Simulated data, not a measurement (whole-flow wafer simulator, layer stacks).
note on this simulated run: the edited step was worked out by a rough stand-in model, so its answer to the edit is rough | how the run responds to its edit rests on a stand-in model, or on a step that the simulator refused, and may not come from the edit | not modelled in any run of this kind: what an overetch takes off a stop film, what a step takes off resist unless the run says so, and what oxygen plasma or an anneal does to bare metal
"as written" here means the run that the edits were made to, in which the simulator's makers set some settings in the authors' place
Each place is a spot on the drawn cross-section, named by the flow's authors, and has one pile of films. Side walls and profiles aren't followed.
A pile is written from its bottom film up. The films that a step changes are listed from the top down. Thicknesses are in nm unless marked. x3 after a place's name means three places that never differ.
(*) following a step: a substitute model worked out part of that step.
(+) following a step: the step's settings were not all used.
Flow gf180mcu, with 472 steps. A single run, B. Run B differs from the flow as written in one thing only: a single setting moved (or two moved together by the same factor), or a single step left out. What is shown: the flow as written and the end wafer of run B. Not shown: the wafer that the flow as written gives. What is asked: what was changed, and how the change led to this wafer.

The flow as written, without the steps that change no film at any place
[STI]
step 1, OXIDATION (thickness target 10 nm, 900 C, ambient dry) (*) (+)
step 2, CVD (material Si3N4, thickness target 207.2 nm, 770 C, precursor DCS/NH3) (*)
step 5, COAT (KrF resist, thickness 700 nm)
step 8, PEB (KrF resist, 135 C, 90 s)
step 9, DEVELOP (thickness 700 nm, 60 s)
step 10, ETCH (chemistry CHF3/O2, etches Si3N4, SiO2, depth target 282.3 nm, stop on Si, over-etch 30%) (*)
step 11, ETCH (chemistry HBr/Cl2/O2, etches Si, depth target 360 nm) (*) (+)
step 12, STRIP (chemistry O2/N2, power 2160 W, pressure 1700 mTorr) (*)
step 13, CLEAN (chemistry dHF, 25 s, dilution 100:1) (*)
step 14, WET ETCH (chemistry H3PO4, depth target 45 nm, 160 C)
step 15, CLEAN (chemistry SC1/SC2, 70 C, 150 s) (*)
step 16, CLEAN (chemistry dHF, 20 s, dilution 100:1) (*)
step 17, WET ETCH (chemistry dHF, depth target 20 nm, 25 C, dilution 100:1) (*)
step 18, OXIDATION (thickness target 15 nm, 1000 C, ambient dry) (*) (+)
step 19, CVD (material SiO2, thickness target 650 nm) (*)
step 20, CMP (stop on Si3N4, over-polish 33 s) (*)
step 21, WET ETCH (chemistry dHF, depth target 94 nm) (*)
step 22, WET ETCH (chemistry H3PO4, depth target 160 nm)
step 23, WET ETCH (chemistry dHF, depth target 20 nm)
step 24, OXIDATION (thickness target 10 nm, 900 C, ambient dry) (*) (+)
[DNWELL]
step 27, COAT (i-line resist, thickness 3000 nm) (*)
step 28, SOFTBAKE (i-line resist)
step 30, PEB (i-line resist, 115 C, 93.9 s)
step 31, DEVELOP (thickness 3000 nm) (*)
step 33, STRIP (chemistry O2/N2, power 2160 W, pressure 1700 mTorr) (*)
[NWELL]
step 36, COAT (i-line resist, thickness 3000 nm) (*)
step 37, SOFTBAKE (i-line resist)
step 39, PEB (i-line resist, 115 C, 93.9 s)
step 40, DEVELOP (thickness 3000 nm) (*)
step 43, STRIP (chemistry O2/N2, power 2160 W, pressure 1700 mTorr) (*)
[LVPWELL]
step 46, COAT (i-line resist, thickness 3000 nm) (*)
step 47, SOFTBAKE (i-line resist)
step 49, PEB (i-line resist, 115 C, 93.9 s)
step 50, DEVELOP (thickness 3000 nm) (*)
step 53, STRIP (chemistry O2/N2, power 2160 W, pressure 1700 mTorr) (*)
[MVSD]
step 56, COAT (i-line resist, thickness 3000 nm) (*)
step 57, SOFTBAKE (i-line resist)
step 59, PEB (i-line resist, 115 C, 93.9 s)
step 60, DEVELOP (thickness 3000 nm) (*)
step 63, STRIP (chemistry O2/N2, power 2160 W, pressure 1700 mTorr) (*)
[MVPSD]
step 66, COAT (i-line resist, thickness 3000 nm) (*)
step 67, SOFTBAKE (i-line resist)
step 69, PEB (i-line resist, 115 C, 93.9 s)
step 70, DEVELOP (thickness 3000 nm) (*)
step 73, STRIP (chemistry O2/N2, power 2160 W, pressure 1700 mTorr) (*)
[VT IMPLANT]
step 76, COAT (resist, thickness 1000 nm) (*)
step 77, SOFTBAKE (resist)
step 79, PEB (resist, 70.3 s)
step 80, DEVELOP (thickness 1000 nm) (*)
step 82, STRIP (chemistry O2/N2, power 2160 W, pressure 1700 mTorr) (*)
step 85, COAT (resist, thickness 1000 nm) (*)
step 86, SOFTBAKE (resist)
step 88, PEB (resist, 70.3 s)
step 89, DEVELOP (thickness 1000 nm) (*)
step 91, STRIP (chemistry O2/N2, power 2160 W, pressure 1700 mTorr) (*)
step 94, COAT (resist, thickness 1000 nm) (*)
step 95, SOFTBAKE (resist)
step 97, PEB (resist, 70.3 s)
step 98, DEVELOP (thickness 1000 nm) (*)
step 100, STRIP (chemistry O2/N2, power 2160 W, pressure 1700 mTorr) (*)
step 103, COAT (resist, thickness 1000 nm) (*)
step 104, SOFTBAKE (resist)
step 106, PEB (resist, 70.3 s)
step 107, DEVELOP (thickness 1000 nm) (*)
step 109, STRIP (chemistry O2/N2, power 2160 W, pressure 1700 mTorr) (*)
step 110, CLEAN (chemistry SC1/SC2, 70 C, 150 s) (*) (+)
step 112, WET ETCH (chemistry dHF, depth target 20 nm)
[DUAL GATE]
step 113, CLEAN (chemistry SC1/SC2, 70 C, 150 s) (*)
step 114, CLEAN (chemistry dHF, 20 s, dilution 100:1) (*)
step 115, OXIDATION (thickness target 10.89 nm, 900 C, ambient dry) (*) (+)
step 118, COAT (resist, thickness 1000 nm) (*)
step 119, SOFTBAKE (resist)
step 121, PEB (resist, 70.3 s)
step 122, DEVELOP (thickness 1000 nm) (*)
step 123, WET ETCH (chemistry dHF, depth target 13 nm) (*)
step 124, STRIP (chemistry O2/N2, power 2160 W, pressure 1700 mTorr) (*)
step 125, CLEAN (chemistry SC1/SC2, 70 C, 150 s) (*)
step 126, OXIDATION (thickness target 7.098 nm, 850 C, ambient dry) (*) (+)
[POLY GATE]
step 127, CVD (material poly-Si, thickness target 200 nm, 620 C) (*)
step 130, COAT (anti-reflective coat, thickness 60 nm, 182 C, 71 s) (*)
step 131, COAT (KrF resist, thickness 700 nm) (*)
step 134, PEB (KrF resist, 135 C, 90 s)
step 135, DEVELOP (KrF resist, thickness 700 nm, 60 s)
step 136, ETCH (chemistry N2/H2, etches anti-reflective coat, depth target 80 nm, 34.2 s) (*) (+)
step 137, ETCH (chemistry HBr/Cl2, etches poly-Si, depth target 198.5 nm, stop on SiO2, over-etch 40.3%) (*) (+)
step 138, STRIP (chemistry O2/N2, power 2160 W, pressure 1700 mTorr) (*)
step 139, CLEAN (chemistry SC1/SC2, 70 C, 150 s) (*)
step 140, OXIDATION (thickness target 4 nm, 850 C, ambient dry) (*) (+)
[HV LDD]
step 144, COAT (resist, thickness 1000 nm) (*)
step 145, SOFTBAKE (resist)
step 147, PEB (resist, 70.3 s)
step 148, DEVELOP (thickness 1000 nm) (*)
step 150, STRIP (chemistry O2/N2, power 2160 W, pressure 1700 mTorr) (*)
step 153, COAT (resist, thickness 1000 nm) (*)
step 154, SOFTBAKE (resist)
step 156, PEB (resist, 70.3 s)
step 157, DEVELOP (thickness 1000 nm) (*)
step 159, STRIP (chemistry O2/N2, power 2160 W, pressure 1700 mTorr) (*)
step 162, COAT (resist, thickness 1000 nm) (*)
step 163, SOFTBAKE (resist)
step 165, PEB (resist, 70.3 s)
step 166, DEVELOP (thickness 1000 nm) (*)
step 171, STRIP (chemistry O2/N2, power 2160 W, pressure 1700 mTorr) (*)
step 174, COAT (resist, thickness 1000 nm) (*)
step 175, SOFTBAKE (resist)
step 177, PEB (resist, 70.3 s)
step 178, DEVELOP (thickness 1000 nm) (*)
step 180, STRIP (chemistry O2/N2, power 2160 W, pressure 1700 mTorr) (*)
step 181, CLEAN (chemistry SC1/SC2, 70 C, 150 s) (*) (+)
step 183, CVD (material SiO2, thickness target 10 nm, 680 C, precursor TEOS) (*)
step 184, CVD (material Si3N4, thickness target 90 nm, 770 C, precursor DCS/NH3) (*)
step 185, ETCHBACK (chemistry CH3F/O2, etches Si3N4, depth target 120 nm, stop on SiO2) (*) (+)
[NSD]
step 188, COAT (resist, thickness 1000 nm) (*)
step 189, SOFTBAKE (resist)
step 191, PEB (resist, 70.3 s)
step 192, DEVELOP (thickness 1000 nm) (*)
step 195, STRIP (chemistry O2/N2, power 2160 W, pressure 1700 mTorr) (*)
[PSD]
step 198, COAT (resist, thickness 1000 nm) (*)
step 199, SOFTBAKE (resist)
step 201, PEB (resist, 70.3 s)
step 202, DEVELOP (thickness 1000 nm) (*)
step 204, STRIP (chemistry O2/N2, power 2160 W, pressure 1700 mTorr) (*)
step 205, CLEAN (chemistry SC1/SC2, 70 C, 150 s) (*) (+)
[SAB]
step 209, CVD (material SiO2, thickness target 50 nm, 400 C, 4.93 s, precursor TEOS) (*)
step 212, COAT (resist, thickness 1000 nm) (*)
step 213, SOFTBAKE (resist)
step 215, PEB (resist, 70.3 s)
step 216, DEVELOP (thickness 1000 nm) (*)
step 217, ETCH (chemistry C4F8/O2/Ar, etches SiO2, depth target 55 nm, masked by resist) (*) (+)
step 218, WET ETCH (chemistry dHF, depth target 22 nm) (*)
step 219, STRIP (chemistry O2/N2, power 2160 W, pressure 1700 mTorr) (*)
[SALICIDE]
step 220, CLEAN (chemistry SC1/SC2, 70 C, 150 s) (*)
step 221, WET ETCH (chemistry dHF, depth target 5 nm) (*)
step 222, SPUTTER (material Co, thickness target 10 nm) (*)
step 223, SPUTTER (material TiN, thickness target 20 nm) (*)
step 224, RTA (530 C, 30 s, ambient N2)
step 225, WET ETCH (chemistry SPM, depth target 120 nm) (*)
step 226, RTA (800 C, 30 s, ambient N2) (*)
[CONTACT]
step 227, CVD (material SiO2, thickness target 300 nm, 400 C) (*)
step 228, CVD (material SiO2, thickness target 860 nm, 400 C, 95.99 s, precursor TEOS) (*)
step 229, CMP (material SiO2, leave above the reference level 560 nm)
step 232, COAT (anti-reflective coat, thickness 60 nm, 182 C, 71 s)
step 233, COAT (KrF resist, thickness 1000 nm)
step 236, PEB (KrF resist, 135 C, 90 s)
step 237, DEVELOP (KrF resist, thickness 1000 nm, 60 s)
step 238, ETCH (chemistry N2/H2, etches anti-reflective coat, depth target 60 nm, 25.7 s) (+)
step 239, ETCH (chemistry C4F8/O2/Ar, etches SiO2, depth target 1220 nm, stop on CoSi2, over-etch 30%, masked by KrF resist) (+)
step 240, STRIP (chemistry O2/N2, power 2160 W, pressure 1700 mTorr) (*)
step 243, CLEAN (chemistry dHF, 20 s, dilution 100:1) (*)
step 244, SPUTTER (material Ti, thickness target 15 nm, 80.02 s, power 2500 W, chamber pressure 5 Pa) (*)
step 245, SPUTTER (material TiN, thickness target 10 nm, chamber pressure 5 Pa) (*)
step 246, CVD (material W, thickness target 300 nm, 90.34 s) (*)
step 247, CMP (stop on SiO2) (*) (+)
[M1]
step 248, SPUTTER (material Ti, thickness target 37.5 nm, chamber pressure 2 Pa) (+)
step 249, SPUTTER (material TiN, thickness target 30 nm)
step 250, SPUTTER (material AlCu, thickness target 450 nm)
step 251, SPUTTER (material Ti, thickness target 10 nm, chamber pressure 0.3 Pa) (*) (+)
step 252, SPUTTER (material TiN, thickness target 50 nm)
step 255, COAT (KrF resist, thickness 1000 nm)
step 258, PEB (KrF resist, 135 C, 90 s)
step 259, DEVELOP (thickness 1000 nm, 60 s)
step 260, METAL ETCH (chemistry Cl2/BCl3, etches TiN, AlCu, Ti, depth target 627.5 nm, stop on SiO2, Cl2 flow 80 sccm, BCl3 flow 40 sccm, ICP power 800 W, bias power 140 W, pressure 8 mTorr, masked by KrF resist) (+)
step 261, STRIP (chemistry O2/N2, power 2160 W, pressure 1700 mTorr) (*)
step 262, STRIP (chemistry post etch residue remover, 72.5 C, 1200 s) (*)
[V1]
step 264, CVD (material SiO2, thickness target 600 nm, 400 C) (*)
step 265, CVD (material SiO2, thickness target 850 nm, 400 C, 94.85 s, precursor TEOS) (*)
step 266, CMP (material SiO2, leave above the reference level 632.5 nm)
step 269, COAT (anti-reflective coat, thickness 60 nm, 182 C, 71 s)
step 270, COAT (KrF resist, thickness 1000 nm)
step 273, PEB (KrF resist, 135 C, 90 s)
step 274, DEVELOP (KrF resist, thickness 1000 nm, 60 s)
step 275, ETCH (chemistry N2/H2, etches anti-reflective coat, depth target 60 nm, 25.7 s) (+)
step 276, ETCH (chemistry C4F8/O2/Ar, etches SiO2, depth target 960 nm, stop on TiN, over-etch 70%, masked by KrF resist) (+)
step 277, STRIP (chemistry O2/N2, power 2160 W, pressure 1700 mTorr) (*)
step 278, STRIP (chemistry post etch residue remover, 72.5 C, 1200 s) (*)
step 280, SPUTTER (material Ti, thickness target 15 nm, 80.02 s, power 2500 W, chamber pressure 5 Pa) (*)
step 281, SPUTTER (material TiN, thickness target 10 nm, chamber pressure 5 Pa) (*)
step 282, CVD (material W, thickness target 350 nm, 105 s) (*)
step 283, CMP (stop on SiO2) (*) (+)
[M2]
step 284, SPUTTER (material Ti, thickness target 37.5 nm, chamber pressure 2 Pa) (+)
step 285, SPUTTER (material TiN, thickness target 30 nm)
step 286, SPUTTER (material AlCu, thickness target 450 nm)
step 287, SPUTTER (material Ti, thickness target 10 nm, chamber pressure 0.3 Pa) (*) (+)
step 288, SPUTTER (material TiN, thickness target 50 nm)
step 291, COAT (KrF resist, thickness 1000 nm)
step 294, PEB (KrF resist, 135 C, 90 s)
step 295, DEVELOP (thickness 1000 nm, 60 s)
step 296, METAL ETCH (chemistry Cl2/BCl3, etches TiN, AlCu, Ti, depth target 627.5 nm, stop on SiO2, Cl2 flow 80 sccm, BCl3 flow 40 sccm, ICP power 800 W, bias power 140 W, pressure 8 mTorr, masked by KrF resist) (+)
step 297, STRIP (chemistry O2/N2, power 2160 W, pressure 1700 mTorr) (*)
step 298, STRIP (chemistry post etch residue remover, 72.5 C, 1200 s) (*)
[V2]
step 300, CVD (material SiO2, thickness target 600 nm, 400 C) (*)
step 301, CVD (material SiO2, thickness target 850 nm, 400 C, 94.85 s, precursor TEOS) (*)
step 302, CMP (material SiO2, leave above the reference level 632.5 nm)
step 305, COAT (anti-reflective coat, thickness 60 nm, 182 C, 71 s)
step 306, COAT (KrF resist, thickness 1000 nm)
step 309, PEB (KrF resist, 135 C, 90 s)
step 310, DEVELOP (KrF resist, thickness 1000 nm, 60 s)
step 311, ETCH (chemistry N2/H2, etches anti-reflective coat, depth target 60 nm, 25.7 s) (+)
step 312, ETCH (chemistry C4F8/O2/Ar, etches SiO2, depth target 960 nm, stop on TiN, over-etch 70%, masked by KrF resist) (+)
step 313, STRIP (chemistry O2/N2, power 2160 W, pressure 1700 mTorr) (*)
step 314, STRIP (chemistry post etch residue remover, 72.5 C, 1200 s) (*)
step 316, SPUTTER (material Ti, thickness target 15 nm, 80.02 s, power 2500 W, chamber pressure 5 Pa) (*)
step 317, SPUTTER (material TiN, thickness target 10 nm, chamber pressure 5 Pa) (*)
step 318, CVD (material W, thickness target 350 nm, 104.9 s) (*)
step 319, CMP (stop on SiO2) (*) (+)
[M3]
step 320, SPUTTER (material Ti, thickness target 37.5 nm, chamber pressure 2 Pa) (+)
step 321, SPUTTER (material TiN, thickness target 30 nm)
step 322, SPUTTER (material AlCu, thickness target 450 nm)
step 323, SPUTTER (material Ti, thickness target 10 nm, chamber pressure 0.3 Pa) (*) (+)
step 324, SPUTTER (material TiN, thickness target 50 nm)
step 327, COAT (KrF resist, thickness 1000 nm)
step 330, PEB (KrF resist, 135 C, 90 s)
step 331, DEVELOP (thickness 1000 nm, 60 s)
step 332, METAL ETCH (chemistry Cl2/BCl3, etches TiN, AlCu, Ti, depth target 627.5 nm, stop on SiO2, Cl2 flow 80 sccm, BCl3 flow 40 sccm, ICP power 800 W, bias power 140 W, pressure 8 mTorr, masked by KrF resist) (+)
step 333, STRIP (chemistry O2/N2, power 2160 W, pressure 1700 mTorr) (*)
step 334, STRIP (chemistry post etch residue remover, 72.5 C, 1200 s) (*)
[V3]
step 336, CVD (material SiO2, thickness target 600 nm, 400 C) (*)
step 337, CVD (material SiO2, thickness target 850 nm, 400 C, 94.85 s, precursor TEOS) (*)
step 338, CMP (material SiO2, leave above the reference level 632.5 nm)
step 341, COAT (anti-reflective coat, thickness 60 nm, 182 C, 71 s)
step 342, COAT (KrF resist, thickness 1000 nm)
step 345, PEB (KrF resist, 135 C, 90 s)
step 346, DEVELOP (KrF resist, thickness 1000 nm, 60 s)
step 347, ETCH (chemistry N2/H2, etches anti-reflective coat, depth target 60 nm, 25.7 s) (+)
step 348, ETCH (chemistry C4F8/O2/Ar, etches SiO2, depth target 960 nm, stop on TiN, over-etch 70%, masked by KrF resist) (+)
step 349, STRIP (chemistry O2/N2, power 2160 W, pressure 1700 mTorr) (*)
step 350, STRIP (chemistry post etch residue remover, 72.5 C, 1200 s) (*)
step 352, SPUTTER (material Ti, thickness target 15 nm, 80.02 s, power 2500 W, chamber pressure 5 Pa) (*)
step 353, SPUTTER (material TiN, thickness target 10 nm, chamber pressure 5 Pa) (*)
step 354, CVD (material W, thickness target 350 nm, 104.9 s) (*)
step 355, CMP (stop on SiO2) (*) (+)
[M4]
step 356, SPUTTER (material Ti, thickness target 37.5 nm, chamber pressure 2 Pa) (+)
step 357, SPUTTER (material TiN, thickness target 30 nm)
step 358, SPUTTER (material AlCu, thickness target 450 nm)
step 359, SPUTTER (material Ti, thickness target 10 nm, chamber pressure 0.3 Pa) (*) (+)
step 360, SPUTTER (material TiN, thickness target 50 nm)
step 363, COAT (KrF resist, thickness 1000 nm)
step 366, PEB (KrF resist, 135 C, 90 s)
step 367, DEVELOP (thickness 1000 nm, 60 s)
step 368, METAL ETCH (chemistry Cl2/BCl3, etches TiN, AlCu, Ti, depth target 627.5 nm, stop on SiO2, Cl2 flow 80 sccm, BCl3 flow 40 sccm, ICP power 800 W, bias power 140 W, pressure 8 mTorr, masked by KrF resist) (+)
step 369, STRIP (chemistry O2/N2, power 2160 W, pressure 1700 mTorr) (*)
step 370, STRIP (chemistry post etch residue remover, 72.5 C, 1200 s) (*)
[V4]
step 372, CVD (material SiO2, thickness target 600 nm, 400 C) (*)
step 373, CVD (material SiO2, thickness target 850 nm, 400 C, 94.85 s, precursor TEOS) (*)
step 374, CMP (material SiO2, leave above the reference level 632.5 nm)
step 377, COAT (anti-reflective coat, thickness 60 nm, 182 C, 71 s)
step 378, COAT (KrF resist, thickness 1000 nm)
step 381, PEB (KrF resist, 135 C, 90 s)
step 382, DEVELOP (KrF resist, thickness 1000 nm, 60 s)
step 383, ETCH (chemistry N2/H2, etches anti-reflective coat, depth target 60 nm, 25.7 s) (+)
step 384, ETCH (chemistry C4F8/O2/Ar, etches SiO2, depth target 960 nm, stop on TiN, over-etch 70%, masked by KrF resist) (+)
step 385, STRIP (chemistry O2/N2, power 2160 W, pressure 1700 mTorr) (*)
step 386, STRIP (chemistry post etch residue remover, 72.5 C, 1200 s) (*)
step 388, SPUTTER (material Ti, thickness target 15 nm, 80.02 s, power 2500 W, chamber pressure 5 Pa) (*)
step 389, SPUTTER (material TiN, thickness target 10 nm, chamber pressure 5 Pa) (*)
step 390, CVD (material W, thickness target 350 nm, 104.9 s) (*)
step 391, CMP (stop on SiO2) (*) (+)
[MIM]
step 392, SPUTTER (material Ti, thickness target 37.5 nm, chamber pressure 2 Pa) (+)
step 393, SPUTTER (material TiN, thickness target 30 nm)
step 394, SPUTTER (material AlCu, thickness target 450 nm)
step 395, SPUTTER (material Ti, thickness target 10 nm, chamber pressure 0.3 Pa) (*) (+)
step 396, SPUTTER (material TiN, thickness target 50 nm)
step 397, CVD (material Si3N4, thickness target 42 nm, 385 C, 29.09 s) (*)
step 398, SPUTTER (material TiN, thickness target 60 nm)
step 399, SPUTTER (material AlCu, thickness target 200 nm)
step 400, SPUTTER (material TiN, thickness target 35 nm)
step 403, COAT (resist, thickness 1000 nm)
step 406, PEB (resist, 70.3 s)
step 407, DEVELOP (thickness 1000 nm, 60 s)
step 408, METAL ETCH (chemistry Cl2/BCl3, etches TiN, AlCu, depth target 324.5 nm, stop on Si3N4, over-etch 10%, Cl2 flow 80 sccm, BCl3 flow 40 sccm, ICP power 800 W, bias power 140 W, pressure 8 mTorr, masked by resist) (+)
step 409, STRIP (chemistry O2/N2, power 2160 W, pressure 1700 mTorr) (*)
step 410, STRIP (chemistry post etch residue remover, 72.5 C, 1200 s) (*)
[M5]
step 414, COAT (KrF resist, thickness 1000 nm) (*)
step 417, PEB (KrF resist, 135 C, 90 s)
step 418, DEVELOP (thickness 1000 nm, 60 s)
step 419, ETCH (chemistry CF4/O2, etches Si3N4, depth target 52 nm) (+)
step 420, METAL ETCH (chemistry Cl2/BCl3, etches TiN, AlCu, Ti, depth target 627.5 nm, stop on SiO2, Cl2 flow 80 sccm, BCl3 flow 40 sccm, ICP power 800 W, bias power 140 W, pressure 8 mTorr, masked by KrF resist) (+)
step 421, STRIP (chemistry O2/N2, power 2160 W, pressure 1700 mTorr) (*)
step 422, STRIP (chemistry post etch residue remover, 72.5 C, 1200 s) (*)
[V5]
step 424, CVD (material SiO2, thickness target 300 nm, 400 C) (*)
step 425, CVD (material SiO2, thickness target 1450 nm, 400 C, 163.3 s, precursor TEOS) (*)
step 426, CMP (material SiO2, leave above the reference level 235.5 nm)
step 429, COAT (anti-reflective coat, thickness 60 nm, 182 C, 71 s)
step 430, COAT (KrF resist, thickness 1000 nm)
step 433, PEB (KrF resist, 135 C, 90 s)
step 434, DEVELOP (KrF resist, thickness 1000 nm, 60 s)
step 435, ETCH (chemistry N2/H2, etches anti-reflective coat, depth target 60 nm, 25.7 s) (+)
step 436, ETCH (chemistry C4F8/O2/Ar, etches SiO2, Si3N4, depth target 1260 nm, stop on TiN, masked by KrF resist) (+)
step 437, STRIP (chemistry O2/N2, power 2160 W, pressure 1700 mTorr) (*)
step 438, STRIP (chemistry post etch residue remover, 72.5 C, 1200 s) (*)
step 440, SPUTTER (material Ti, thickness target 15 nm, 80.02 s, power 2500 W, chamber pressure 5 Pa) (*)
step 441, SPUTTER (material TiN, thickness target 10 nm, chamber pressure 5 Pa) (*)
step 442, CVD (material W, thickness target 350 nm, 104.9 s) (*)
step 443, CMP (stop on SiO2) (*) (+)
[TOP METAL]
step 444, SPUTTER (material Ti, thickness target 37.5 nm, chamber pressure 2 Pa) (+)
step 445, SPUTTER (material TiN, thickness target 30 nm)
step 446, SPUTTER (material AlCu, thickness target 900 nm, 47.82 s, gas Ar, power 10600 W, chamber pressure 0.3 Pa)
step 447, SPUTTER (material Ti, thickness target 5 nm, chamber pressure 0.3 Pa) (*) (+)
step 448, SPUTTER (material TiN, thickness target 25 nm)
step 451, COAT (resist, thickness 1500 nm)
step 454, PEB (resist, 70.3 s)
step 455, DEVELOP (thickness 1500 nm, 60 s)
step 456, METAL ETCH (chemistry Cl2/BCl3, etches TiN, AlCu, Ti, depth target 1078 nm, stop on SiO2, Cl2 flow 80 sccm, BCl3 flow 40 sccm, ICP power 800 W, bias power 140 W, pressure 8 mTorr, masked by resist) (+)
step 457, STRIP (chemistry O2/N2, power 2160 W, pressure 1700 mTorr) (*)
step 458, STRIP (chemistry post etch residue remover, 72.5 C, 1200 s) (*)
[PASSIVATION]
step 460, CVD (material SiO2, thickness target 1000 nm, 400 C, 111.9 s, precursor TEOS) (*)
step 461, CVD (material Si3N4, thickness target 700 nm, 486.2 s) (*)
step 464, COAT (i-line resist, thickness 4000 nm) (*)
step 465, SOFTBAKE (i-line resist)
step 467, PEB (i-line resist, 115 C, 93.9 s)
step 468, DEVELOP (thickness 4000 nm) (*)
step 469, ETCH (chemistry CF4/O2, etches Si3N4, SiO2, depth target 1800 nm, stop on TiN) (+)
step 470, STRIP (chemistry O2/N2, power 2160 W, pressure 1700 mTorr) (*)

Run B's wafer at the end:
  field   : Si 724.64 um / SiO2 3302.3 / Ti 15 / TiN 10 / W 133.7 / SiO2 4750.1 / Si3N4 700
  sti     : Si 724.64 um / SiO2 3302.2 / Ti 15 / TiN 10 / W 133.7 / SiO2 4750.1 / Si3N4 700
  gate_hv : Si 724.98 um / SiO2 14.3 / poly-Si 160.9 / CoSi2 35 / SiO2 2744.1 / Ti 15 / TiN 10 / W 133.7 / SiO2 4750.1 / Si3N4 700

The reason: step 301, CVD: thickness target 348 nm was run, whereas the flow has thickness target 850 nm; step 301, CVD: 38.89 s was run, where the flow has 94.85 s.

The path from the change to this, step by step:
  step 301, CVD (material SiO2, thickness target 850 nm, 400 C, 94.85 s, precursor TEOS) (*)
      field, field__w1, field__w2 and 108 more: +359 SiO2 (as written it would have been: +850 SiO2)
  step 302, CMP (material SiO2, leave above the reference level 632.5 nm)
      field, field__w1, field__w2 and 103 more: nothing (as written it would have been: -300 SiO2)
      field__w8, contact, m1, m1__w1, m1_nw: -386.1 SiO2 (as written it would have been: -877.1 SiO2)
  step 305, COAT (anti-reflective coat, thickness 60 nm, 182 C, 71 s)
      active, p_well, sti, spacer, sd_n, mim_1p0, pad, dice_street: +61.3 anti-reflective coat (new film) (as written it would have been: +60 anti-reflective coat (new film))
      field: +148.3 anti-reflective coat (new film) (as written it would have been: +60 anti-reflective coat (new film))
      (and at 22 other places as well)
  step 306, COAT (KrF resist, thickness 1000 nm)
      field: +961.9 KrF resist (new film) (as written it would have been: +1000 KrF resist (new film))
      field__w1: +971.6 KrF resist (new film) (as written it would have been: +1000 KrF resist (new film))
      (and at 14 other places as well)
  step 309, PEB (KrF resist, 135 C, 90 s)
      n_well: -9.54 KrF resist (as written it would have been: -10.5 KrF resist)
      contact: -8.91 KrF resist (as written it would have been: -10.5 KrF resist)
      (and at 9 other places as well)
  step 310, DEVELOP (KrF resist, thickness 1000 nm, 60 s)
      contact: -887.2 KrF resist (all of it) (as written it would have been: -989.5 KrF resist (all of it))
  step 311, ETCH (chemistry N2/H2, etches anti-reflective coat, depth target 60 nm, 25.7 s) (+)
      contact: -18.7 anti-reflective coat (all of it), -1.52 SiO2 (as written it would have been: -60 anti-reflective coat (all of it), -0.46 SiO2)
  step 313, STRIP (chemistry O2/N2, power 2160 W, pressure 1700 mTorr) (*)
      p_well, sti, spacer, sd_n, mim_1p0, pad, dice_street: -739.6 KrF resist (all of it), -61.3 anti-reflective coat (all of it) (as written it would have been: -739.2 KrF resist (all of it), -60 anti-reflective coat (all of it))
      field: -701.5 KrF resist (all of it), -148.3 anti-reflective coat (all of it) (as written it would have been: -739.2 KrF resist (all of it), -60 anti-reflective coat (all of it))
      (and at 22 other places as well)
  step 316, SPUTTER (material Ti, thickness target 15 nm, 80.02 s, power 2500 W, chamber pressure 5 Pa) (*)
      contact: +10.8 Ti (new film) (as written it would have been: +9.65 Ti (new film))
  step 317, SPUTTER (material TiN, thickness target 10 nm, chamber pressure 5 Pa) (*)
      contact: +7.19 TiN (new film) (as written it would have been: +6.4 TiN (new film))
  step 318, CVD (material W, thickness target 350 nm, 104.9 s) (*)
      contact: +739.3 W (new film) (as written it would have been: +932.3 W (new film))
  step 319, CMP (stop on SiO2) (*) (+)
      field, field__w1, field__w2 and 103 more: -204 W (as written it would have been: -350 W (all of it), -10 TiN (all of it), -15 Ti (all of it), -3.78 SiO2)
      field__w8, m1, m1__w1, m1_nw: -350 W (all of it), -10 TiN (all of it), -15 Ti (all of it), -20 SiO2 (as written it would have been: -350 W (all of it), -10 TiN (all of it), -15 Ti (all of it), -3.78 SiO2)
      (and at 1 other place as well)
  step 332, METAL ETCH (chemistry Cl2/BCl3, etches TiN, AlCu, Ti, depth target 627.5 nm, stop on SiO2, Cl2 flow 80 sccm, BCl3 flow 40 sccm, ICP power 800 W, bias power 140 W, pressure 8 mTorr, masked by KrF resist) (+)
      field, field__w1, field__w2 and 103 more: -50 TiN (all of it), -10 Ti (all of it), -450 AlCu (all of it), -30 TiN (all of it), -37.5 Ti (all of it), -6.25 W (as written it would have been: -50 TiN (all of it), -10 Ti (all of it), -450 AlCu (all of it), -30 TiN (all of it), -37.5 Ti (all of it))
  step 334, STRIP (chemistry post etch residue remover, 72.5 C, 1200 s) (*)
      field, field__w1, field__w2 and 103 more: -6.01 W (as written it would have been: nothing)
  step 336, CVD (material SiO2, thickness target 600 nm, 400 C) (*)
      field, field__w1, field__w2 and 103 more: +600 SiO2 (new film) (as written it would have been: +600 SiO2)
  step 338, CMP (material SiO2, leave above the reference level 632.5 nm)
      field, field__w1, field__w2 and 103 more: -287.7 SiO2 (as written it would have been: -300 SiO2)
If metal films that touch count as one body, field has 1 body; the flow as written gives 0 bodies.
If metal films that touch count as one body, sti has 1 body; the flow as written gives 0 bodies.
If metal films that touch count as one body, gate_hv has 2 bodies (between them, from the top down: SiO2 2744.1); the flow as written gives 1 body.
